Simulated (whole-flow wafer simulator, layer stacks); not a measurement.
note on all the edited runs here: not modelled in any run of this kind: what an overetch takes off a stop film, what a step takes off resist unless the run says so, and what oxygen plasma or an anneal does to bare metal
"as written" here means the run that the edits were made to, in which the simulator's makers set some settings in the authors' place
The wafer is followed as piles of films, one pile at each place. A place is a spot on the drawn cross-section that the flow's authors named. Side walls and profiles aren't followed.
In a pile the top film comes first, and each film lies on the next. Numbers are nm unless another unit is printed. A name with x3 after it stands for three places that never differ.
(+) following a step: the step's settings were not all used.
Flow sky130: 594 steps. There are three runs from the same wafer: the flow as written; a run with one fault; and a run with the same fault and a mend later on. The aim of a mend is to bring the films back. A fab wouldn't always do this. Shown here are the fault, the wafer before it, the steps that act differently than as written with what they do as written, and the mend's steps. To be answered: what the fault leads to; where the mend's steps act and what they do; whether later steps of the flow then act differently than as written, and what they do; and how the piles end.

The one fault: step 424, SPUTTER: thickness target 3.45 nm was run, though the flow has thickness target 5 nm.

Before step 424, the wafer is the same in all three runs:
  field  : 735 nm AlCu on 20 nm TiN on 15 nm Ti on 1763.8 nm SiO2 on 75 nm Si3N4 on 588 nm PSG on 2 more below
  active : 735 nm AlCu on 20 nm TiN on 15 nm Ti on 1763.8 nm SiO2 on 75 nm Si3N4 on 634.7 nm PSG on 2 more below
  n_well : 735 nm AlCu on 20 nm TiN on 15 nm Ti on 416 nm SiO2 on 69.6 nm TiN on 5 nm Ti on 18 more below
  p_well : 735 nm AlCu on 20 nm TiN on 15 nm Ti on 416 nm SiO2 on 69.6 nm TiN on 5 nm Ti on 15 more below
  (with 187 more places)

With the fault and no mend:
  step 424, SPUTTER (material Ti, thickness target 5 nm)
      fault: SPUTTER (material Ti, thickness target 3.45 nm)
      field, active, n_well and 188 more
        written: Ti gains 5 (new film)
        fault: Ti gains 3.45 (new film)
  Steps later in the flow that act otherwise than as written (not shown: 17 more steps that differ only slightly, by at most 2% or 0.5 nm, whichever is larger):
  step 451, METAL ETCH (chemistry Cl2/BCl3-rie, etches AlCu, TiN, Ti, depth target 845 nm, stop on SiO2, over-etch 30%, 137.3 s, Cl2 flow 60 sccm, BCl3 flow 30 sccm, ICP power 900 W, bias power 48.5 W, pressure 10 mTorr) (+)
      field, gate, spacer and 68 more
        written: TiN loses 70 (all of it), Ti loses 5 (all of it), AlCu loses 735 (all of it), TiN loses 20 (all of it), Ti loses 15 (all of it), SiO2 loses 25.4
        fault: TiN loses 70 (all of it), Ti loses 3.45 (all of it), AlCu loses 735 (all of it), TiN loses 20 (all of it), Ti loses 15 (all of it), SiO2 loses 25.5
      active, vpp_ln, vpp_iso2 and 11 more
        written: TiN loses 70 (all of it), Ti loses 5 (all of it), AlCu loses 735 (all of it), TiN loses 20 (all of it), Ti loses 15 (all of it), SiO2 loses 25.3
        fault: TiN loses 70 (all of it), Ti loses 3.45 (all of it), AlCu loses 735 (all of it), TiN loses 20 (all of it), Ti loses 15 (all of it), SiO2 loses 25.5
  The piles end different from the flow's at n_well, p_well, gate_hv and 104 more by more than 2% or 0.5 nm, whichever is larger.
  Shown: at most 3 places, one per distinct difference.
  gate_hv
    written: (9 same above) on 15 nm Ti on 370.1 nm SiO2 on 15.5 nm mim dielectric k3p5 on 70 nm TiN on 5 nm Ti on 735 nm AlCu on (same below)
    fault: (9 same above) on 15 nm Ti on 371.7 nm SiO2 on 15.5 nm mim dielectric k3p5 on 70 nm TiN on 3.45 nm Ti on 735 nm AlCu on (same below)
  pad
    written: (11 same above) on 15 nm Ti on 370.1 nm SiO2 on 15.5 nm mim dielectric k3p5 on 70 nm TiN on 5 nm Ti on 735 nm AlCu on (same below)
    fault: (11 same above) on 15 nm Ti on 371.7 nm SiO2 on 15.5 nm mim dielectric k3p5 on 70 nm TiN on 3.45 nm Ti on 735 nm AlCu on (same below)
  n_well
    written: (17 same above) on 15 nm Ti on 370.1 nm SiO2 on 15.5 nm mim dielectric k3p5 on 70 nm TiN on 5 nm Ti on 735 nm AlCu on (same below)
    fault: (17 same above) on 15 nm Ti on 371.7 nm SiO2 on 15.5 nm mim dielectric k3p5 on 70 nm TiN on 3.45 nm Ti on 735 nm AlCu on (same below)

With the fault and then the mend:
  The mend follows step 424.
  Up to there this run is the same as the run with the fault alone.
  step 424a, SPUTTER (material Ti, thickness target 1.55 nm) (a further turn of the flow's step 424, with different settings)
      field, active, n_well and 188 more
        Ti gains 1.55
  Every later step of the flow that is run acts as written at every place that is followed.
  At every place that both follow, the piles at the end match the flow's.
